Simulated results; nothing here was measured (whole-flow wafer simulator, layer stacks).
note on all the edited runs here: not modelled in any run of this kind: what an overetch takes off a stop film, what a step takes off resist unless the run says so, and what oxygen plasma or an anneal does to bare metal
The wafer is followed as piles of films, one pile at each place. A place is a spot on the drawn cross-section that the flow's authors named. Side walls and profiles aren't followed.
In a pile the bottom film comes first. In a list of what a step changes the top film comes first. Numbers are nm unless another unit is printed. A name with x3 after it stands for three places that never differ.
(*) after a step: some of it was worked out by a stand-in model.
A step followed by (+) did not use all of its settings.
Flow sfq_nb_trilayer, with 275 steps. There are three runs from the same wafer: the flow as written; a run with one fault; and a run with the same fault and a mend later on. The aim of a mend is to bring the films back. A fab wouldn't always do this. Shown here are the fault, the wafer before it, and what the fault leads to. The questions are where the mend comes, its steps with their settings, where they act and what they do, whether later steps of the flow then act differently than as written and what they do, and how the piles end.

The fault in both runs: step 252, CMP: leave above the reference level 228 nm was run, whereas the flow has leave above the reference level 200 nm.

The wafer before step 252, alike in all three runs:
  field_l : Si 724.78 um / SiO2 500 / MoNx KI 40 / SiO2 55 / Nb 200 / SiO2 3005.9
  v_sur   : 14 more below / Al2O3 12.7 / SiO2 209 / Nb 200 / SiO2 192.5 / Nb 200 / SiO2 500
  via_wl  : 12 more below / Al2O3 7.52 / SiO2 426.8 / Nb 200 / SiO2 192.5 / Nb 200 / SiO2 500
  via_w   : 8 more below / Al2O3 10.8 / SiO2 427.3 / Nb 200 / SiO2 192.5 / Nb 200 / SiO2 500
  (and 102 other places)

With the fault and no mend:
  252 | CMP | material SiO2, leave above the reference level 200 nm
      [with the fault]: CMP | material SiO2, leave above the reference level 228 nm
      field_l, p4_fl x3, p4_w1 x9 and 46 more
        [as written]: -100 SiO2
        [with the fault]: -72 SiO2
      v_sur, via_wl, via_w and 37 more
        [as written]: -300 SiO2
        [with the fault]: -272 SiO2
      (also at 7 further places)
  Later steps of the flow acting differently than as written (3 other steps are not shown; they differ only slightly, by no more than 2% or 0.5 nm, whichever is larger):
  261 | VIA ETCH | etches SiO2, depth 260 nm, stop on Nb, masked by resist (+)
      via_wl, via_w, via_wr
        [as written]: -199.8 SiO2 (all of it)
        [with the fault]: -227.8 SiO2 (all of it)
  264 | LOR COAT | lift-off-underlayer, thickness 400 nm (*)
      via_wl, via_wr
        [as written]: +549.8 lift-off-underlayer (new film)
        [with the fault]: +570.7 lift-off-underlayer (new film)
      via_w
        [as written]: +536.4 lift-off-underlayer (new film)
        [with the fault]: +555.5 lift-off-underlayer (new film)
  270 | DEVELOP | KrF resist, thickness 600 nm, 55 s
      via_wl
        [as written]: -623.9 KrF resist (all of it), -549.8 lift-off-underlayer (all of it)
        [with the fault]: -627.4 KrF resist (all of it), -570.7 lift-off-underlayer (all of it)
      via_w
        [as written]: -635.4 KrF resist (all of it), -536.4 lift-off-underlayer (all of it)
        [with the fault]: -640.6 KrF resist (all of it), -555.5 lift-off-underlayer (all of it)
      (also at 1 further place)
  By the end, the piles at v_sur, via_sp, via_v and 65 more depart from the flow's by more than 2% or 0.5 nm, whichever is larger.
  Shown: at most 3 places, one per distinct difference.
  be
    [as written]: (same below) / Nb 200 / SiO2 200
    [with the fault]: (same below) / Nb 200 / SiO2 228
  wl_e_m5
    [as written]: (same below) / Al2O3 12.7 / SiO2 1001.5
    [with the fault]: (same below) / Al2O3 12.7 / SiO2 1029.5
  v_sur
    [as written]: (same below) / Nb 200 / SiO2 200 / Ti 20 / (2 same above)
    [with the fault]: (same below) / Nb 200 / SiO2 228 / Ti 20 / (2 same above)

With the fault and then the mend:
  The mend follows step 253.
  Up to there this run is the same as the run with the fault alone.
  253a | CMP | material SiO2, leave above the reference level 200 nm (the flow's step 252 again)
      field_l, v_sur, via_wl and 103 more
        -28 SiO2
  None of the later steps of the flow acts differently than as written at any place that is followed.
  The piles end the same as the flow's at every place that both follow.
